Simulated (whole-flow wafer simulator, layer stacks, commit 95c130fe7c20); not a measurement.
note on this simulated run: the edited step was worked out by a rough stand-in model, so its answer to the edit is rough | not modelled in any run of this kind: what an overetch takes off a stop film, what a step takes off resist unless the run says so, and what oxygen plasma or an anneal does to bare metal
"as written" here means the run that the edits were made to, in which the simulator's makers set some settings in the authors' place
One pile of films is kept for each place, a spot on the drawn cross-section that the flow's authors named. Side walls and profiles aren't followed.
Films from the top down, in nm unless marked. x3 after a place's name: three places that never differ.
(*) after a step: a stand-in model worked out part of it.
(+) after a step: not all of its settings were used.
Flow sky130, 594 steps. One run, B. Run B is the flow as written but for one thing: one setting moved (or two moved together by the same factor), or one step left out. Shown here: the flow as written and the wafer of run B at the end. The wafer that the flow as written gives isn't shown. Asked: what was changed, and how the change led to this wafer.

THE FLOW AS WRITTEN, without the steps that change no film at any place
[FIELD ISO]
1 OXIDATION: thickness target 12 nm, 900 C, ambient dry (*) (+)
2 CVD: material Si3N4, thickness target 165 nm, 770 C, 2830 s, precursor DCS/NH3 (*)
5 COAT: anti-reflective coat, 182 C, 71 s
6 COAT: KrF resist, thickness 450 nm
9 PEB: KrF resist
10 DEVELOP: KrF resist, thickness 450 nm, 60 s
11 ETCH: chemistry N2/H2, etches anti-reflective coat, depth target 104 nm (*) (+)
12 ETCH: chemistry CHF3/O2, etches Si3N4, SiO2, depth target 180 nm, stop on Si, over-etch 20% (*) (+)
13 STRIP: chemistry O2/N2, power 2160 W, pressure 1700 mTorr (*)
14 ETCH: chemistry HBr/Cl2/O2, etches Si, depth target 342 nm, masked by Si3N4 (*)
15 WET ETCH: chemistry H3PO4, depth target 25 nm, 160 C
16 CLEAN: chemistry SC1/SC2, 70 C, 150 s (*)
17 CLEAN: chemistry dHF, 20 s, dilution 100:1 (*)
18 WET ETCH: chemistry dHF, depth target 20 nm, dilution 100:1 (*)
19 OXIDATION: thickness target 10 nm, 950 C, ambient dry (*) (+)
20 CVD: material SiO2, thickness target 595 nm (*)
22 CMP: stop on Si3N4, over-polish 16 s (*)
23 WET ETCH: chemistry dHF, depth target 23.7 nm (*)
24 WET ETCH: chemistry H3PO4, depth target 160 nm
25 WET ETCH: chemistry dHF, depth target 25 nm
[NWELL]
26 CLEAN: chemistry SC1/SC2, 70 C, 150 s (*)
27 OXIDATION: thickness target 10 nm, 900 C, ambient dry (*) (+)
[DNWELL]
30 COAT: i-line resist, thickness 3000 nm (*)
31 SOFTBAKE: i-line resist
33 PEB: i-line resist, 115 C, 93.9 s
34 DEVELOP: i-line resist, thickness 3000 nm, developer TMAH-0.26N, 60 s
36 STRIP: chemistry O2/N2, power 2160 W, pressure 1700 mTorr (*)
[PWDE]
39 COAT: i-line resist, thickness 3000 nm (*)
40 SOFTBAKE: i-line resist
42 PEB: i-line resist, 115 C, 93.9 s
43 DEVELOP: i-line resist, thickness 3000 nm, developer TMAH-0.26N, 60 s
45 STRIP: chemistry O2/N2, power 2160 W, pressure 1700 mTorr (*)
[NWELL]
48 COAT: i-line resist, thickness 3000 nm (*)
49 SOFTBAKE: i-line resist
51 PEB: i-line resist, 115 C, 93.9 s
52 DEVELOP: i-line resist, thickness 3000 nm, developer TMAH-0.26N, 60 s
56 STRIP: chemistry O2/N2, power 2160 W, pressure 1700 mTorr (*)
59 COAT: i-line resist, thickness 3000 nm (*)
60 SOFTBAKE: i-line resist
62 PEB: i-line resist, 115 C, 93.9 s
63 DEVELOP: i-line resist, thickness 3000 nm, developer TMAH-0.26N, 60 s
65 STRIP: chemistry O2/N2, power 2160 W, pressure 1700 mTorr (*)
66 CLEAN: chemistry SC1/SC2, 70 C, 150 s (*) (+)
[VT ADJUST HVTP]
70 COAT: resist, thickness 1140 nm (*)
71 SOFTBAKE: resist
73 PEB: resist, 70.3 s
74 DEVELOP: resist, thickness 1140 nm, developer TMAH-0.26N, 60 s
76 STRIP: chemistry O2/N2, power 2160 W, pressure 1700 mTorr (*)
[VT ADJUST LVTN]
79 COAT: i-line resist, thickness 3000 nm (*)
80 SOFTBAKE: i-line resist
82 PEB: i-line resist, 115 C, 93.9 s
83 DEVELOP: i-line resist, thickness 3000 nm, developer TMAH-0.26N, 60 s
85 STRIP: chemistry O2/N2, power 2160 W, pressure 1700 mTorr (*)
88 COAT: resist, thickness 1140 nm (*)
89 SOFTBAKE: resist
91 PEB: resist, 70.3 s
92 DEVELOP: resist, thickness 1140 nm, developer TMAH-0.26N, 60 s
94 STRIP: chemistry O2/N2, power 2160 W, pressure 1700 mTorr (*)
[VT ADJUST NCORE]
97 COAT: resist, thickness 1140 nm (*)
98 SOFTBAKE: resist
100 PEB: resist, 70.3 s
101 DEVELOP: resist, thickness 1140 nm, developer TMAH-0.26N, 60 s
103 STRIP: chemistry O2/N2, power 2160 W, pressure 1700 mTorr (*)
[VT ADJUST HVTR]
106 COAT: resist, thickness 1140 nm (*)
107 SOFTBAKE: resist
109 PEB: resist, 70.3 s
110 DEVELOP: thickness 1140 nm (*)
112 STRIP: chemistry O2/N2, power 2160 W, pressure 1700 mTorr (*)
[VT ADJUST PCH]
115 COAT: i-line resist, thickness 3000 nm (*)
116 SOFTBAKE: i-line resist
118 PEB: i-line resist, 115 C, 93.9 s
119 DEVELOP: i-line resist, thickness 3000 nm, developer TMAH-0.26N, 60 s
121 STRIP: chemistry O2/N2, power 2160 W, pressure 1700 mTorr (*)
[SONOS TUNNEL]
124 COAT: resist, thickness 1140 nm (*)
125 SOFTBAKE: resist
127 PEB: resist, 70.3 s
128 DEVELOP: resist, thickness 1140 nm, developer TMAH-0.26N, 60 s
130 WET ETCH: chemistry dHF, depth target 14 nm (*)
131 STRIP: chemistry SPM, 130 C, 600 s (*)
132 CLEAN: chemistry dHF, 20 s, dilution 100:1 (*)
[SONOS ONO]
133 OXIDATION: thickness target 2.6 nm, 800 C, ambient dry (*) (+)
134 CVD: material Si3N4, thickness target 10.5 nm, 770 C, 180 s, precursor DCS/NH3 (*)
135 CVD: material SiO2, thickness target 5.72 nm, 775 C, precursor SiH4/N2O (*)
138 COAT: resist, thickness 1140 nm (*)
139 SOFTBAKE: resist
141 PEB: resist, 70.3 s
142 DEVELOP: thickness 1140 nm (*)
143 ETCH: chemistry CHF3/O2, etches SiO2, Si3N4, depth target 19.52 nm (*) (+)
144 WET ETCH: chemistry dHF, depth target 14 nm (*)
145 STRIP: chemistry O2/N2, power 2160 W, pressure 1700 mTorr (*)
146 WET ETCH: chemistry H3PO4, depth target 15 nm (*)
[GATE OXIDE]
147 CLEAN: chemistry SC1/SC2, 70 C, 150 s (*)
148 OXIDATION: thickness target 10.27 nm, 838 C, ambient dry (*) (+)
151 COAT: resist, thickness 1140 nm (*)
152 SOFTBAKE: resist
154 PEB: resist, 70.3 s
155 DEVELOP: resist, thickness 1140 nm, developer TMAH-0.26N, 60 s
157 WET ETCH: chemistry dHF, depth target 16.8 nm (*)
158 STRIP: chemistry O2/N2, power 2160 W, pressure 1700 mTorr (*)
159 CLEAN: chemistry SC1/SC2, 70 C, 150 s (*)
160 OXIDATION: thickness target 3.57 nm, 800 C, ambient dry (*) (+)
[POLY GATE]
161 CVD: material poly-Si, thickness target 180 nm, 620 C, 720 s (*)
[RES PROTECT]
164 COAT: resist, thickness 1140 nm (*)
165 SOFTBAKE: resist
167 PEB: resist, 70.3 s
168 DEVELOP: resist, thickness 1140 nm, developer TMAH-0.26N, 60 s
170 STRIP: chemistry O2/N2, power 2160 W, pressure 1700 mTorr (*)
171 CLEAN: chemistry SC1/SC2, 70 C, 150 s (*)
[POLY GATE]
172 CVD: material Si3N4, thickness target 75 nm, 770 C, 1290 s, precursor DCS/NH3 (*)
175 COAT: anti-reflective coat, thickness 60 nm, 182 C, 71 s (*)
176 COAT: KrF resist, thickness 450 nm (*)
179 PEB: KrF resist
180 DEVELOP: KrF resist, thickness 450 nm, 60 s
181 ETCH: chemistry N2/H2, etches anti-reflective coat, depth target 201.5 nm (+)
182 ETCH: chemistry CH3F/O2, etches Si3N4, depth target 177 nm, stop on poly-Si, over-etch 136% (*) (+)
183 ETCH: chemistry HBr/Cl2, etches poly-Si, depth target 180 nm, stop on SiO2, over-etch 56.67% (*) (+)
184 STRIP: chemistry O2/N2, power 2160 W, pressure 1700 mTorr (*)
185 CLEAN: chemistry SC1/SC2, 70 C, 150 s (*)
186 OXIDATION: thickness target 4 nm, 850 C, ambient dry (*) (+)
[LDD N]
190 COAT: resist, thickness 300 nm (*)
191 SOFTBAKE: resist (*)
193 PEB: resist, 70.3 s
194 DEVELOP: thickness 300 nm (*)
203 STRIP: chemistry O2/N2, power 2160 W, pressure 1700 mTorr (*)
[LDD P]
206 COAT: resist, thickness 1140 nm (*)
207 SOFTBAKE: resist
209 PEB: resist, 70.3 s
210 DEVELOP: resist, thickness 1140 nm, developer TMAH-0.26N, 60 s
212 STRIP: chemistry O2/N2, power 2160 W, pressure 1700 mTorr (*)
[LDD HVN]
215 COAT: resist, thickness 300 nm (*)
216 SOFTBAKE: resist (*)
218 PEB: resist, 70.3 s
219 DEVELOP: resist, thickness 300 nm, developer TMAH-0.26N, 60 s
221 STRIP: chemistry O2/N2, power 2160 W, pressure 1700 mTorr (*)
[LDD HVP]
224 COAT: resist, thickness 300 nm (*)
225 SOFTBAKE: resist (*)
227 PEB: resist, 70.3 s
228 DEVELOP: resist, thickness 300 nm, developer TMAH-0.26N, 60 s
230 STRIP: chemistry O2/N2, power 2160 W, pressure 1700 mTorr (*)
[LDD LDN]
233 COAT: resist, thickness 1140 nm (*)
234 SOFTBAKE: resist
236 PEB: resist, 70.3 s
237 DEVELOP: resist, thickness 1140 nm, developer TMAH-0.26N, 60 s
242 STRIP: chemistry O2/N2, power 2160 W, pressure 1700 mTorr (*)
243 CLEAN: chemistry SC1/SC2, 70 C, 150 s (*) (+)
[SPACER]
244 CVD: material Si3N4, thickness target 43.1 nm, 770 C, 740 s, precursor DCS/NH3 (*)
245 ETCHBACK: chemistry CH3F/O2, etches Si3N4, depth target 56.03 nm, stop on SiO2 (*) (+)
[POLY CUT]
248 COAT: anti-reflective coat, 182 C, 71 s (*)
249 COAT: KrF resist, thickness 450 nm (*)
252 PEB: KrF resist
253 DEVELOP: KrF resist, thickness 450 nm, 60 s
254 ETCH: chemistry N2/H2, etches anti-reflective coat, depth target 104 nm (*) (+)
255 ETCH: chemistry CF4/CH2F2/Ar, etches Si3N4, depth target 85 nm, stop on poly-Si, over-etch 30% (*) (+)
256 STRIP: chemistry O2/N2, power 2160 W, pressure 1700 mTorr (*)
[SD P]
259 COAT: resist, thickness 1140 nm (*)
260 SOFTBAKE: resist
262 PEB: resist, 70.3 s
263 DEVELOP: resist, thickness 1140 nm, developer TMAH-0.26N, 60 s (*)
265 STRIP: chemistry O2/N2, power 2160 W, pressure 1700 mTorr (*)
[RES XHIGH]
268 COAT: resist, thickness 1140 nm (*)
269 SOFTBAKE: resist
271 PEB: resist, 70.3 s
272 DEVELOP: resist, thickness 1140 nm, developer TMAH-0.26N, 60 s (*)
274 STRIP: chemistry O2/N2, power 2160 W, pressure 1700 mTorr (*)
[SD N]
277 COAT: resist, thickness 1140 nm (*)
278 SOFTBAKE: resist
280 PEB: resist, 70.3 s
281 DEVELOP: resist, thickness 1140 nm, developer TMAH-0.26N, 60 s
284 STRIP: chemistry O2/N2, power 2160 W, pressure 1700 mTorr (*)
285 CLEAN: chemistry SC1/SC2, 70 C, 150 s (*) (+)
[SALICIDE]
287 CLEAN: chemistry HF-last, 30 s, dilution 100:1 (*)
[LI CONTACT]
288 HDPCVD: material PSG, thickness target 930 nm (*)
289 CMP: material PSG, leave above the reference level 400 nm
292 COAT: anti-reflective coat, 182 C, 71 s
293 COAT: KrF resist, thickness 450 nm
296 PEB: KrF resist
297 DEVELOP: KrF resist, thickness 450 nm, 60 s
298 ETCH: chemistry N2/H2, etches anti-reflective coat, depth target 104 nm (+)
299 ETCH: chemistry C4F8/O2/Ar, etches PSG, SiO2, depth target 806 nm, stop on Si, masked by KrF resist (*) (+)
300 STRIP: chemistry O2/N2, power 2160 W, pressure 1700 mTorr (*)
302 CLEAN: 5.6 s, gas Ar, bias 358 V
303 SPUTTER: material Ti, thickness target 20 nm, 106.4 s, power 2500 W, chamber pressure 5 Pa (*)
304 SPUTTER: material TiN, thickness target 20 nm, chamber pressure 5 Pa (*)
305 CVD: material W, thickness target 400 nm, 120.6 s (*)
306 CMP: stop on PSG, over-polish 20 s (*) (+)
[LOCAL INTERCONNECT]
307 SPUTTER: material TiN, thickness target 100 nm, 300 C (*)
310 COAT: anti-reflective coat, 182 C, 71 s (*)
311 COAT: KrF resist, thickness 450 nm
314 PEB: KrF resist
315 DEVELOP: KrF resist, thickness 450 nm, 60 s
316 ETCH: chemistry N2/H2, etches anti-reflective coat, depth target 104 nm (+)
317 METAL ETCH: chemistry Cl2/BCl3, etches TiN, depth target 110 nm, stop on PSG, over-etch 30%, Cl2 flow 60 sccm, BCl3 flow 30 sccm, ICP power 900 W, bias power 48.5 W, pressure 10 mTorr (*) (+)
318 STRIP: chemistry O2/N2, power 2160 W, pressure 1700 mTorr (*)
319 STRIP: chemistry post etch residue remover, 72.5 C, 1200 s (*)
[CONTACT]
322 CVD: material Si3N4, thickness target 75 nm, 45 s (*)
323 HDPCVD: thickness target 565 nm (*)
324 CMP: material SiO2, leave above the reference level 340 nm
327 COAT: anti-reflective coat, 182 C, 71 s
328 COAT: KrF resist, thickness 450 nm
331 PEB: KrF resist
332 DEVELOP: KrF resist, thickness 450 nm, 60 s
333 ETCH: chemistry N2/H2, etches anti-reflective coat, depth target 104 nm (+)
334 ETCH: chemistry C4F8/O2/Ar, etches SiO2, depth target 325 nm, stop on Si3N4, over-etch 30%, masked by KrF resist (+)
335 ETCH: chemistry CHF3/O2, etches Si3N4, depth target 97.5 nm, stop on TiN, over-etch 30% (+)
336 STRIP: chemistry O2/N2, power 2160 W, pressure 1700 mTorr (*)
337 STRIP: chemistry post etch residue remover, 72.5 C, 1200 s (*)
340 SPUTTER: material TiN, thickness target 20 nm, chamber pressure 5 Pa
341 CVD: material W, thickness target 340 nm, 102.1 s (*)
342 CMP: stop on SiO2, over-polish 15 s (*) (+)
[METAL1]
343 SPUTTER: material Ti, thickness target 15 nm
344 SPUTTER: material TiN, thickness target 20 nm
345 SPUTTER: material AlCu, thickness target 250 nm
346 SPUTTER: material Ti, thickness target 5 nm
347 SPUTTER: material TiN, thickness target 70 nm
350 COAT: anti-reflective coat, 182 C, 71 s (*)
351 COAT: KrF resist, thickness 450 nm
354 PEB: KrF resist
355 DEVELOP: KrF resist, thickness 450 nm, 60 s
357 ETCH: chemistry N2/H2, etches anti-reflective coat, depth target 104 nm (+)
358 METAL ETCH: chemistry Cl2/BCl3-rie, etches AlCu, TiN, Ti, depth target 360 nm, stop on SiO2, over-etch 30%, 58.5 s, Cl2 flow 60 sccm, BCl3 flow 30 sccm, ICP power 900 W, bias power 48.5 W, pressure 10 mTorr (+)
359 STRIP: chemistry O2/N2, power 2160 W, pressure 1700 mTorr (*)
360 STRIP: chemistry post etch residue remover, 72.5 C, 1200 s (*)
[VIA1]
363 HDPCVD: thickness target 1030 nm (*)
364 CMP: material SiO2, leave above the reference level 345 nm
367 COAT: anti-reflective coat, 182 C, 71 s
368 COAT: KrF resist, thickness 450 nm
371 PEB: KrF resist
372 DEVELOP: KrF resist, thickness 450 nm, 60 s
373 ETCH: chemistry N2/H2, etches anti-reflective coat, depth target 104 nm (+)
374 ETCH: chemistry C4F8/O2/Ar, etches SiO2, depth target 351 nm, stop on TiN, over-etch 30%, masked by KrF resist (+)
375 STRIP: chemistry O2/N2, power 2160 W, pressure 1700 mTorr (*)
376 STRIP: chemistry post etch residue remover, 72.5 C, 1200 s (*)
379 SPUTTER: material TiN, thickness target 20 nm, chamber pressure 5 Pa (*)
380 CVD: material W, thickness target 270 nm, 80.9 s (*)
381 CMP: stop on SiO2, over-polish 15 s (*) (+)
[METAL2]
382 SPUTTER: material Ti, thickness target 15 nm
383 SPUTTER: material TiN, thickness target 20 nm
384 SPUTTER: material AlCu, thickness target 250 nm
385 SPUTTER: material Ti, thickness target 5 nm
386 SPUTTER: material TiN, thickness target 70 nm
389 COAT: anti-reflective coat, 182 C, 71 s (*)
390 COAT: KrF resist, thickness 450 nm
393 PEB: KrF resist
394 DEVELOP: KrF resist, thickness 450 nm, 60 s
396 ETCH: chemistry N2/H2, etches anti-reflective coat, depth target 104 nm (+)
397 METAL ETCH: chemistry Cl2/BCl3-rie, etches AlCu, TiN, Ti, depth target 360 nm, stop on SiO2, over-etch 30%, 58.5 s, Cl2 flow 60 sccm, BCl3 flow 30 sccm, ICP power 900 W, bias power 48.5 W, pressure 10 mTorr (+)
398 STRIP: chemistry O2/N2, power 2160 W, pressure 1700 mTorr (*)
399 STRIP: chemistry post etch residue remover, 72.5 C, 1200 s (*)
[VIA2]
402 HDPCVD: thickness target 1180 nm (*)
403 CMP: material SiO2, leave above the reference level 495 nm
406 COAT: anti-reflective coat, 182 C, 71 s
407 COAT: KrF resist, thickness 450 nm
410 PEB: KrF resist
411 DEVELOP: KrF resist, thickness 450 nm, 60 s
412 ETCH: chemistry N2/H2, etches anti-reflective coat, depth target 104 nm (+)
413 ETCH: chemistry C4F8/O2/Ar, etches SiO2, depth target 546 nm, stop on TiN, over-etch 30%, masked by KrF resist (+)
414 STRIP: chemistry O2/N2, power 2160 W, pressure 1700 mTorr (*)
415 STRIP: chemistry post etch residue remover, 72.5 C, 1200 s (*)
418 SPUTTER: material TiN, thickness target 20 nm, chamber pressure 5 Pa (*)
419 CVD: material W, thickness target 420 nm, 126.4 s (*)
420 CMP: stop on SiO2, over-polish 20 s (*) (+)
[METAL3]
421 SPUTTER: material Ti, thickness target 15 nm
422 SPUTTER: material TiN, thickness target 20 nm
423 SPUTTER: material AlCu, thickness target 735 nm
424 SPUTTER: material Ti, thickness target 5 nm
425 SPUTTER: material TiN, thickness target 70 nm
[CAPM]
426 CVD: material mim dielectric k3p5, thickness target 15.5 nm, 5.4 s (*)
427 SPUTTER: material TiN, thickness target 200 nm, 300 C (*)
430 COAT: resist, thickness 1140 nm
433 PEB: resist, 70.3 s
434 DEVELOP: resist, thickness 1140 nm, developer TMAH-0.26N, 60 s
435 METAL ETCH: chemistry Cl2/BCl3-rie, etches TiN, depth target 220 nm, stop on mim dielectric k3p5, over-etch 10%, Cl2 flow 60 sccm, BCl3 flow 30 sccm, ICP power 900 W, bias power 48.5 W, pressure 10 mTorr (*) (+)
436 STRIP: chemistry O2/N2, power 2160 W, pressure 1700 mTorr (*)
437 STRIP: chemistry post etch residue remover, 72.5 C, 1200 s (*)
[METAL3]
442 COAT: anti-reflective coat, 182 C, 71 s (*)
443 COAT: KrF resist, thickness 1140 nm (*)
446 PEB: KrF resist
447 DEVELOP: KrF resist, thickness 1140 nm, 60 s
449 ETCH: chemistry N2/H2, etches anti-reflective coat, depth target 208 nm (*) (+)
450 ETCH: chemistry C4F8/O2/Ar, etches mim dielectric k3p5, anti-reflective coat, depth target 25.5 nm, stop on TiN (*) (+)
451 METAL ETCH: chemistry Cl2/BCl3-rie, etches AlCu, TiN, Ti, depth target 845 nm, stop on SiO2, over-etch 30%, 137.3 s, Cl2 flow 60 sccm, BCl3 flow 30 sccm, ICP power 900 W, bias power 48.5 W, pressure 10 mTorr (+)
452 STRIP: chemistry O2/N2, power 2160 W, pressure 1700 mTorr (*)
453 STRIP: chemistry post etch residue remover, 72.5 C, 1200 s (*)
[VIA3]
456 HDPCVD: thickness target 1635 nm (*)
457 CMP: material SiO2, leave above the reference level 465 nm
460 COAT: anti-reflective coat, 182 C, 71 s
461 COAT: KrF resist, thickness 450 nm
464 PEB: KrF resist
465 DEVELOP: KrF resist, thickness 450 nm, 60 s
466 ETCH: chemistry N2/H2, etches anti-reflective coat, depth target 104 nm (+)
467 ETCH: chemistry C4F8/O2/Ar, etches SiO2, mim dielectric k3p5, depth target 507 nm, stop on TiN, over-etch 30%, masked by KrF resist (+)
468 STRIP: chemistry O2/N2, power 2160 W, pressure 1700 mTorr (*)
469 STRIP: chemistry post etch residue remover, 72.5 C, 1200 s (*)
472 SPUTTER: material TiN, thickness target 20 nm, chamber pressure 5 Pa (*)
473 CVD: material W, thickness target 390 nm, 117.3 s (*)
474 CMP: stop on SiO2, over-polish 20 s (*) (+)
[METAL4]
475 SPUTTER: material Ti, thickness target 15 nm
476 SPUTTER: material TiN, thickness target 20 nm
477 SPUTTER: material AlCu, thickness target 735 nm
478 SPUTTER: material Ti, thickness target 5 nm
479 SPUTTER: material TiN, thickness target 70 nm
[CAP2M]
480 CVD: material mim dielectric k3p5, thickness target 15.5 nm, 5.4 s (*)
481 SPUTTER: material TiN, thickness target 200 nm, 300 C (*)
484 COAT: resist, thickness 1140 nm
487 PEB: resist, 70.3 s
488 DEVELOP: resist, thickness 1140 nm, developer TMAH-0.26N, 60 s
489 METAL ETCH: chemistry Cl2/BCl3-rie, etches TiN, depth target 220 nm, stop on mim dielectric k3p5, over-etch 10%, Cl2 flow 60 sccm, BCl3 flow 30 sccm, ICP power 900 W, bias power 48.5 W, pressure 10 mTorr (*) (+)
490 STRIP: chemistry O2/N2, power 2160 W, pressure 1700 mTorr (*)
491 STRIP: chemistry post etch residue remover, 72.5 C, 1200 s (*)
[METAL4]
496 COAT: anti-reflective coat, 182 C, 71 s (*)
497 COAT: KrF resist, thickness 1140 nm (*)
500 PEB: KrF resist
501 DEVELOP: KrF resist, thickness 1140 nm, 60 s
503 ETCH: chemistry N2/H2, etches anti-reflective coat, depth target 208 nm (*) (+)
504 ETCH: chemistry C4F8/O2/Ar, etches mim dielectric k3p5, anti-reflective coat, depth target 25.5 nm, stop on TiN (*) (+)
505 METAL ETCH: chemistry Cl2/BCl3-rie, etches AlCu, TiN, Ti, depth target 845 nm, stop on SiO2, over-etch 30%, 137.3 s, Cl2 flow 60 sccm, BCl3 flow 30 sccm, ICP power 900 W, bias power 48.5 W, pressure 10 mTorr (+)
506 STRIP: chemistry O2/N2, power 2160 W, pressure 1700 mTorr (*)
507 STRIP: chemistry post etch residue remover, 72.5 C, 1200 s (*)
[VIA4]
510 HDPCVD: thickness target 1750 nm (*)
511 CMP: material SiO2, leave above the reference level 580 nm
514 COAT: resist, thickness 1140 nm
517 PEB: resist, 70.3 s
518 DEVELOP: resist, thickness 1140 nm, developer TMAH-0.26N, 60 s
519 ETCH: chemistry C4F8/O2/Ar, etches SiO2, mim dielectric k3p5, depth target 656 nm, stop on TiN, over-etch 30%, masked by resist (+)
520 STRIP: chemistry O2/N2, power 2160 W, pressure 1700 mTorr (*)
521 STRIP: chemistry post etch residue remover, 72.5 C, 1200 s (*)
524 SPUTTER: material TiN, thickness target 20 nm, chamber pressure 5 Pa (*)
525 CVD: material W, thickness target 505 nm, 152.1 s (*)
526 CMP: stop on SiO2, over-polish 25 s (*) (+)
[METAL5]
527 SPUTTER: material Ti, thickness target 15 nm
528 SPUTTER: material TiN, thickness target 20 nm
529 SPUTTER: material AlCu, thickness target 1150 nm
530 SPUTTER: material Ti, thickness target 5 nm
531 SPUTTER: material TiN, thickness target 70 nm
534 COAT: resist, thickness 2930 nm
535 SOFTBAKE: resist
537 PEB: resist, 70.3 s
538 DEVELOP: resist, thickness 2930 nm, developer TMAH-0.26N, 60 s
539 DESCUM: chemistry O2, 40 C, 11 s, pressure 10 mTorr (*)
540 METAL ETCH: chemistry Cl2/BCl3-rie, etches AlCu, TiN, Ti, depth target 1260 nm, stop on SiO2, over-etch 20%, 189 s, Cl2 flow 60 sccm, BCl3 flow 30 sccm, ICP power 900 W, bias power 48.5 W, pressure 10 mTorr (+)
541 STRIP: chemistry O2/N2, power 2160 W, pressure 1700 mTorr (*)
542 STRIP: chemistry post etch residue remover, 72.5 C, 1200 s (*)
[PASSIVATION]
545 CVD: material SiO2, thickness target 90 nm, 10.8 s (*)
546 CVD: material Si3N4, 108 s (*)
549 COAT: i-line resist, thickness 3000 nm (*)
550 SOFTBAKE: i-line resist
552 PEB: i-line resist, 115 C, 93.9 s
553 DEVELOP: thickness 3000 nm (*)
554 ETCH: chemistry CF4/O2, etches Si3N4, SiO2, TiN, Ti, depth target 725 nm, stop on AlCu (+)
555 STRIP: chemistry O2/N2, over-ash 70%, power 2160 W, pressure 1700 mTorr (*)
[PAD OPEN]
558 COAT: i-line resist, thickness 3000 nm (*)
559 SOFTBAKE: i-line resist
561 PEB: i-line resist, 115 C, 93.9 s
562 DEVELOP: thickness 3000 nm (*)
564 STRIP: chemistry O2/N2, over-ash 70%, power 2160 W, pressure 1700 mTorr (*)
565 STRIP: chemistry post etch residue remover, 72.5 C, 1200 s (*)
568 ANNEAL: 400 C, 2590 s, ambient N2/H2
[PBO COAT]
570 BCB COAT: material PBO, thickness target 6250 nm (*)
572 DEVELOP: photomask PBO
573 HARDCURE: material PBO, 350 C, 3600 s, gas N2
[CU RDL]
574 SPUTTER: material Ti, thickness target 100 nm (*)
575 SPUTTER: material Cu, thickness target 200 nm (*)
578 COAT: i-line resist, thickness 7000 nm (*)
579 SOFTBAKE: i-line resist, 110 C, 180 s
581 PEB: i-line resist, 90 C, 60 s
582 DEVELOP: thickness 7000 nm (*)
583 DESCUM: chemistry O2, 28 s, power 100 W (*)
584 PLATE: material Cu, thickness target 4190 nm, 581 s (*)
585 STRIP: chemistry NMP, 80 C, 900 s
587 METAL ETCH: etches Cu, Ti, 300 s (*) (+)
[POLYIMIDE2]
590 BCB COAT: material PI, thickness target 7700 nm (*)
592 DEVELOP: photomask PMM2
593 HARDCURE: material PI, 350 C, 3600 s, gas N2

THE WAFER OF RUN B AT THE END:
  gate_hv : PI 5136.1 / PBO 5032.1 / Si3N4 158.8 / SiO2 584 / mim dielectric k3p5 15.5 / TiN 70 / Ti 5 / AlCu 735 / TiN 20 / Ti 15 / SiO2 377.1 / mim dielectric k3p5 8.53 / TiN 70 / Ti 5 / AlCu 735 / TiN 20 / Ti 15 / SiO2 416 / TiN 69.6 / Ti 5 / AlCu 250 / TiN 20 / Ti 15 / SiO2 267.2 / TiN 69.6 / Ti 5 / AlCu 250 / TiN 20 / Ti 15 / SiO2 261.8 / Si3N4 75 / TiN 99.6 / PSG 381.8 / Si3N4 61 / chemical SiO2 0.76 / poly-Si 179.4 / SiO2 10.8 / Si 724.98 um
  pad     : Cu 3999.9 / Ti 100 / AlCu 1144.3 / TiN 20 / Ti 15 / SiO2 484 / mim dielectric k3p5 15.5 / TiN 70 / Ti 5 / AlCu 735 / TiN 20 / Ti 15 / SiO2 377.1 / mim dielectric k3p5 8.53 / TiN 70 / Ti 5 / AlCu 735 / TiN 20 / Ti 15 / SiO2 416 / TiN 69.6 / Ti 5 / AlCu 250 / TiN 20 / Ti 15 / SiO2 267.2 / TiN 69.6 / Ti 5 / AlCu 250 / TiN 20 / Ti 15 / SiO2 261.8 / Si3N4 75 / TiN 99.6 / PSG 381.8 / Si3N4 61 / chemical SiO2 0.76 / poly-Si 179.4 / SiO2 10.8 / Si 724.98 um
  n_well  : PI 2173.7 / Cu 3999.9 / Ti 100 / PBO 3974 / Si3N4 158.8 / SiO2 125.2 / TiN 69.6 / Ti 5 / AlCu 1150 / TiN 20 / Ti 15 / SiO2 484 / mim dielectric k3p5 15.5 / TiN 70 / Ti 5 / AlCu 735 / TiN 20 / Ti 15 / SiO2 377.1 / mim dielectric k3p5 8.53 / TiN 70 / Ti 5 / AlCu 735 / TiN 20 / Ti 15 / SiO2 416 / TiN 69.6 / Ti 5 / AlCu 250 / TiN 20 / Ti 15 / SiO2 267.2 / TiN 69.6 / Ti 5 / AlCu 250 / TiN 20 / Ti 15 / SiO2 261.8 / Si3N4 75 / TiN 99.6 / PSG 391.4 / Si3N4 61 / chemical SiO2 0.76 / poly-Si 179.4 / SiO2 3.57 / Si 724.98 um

The cause: step 426, CVD: thickness target 8.53 nm was run, where the flow has thickness target 15.5 nm; step 426, CVD: 2.97 s was run, where the flow has 5.4 s.
It can be read off the wafer: gate_hv has mim dielectric k3p5 8.53, and step 426 as written asks for 15.5 nm.

How the change led to this, step by step:
  426 CVD: material mim dielectric k3p5, thickness target 15.5 nm, 5.4 s (*)
      field, active, n_well and 188 more: mim dielectric k3p5 +8.53 (new film) (as written it would be: mim dielectric k3p5 +15.5 (new film))
  450 ETCH: chemistry C4F8/O2/Ar, etches mim dielectric k3p5, anti-reflective coat, depth target 25.5 nm, stop on TiN (*) (+)
      n_well, p_well, gate_hv and 104 more: KrF resist -8.53 (as written it would be: KrF resist -15.5)
      field, active, gate and 82 more: mim dielectric k3p5 -8.53 (all of it) (as written it would be: mim dielectric k3p5 -15.5 (all of it))
  467 ETCH: chemistry C4F8/O2/Ar, etches SiO2, mim dielectric k3p5, depth target 507 nm, stop on TiN, over-etch 30%, masked by KrF resist (+)
      m1: SiO2 -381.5 (all of it), mim dielectric k3p5 -8.53 (all of it) (as written it would be: SiO2 -374.5 (all of it), mim dielectric k3p5 -15.5 (all of it))
      via3_hole: SiO2 -380.9 (all of it), mim dielectric k3p5 -8.53 (all of it) (as written it would be: SiO2 -373.9 (all of it), mim dielectric k3p5 -15.5 (all of it))
